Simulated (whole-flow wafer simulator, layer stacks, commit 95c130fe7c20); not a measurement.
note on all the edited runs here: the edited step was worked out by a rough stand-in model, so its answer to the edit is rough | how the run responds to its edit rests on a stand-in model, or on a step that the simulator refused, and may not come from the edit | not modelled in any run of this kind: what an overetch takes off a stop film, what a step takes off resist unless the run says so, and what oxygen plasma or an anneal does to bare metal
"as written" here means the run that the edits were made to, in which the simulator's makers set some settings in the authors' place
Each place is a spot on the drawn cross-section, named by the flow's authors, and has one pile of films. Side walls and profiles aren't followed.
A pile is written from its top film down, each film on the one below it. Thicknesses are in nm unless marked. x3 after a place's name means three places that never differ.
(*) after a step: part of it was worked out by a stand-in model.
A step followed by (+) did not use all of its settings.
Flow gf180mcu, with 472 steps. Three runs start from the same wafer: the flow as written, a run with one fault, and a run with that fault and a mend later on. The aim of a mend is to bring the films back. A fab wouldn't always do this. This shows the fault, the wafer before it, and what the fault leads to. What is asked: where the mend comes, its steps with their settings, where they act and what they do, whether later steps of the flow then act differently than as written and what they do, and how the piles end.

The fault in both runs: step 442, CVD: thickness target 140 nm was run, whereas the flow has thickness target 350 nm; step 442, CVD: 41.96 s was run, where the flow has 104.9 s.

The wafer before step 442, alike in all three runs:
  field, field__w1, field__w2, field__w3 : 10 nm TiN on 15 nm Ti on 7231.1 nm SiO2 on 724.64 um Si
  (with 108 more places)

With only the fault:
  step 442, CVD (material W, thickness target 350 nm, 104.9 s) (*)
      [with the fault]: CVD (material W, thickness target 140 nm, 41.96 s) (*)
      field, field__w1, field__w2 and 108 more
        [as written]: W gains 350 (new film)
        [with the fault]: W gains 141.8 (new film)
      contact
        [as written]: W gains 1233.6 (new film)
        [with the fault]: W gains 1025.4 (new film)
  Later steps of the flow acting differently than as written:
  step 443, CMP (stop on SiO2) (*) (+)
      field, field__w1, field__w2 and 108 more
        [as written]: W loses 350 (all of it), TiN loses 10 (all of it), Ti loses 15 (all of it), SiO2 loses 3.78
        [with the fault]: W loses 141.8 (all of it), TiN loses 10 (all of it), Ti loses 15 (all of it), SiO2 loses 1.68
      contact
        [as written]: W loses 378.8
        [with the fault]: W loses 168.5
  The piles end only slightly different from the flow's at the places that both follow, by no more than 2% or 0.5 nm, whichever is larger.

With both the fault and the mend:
  After step 442 comes the mend.
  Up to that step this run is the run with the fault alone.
  step 442a, CVD (material W, thickness target 210 nm, 62.94 s) (the flow's step 442, run once more with other settings)
      field, field__w1, field__w2 and 109 more
        W gains 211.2
  None of the later steps of the flow differs from how it acts as written, at any place that is followed, by more than 2% or 0.5 nm, whichever is larger.
  The piles end only slightly different from the flow's at the places that both follow, by no more than 2% or 0.5 nm, whichever is larger.
